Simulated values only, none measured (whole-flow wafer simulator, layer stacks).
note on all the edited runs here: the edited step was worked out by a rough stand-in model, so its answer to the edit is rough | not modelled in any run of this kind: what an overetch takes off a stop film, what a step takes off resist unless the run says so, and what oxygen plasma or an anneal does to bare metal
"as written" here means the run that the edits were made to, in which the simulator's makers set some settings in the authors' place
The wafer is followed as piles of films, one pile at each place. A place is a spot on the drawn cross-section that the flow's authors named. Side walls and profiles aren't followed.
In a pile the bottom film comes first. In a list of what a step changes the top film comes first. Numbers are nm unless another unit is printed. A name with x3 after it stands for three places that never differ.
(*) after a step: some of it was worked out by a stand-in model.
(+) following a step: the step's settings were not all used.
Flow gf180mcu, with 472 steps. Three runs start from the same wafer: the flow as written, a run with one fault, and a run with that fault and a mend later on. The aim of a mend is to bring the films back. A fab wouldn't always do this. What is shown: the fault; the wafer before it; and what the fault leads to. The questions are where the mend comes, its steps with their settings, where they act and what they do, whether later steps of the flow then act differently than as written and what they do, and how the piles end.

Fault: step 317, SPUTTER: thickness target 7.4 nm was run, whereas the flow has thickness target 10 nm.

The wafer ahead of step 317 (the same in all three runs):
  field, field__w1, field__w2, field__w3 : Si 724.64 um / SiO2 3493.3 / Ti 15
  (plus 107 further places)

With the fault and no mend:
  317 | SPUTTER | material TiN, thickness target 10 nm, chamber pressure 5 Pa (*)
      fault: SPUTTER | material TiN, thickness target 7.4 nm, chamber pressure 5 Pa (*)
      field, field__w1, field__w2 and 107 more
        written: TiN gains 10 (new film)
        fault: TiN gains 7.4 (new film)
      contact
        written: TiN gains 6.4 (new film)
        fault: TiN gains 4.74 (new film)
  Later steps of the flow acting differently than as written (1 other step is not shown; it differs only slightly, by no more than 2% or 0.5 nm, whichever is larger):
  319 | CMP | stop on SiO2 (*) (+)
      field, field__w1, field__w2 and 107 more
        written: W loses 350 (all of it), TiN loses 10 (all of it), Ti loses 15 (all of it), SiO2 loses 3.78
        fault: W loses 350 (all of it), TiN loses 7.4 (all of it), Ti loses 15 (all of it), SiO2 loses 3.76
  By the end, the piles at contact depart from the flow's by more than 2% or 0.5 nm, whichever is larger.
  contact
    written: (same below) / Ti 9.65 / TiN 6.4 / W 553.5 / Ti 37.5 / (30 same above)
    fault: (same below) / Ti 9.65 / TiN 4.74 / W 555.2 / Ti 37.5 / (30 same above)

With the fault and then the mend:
  After step 317 comes the mend.
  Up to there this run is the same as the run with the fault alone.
  317a | SPUTTER | material TiN, thickness target 2.6 nm, chamber pressure 5 Pa (*) (a further turn of the flow's step 317, with different settings)
      field, field__w1, field__w2 and 107 more
        TiN gains 2.6
      contact
        TiN gains 1.66
  Later steps of the flow that are run all act as written at every place that is followed.
  By the end, the piles equal the flow's at every place that both follow.
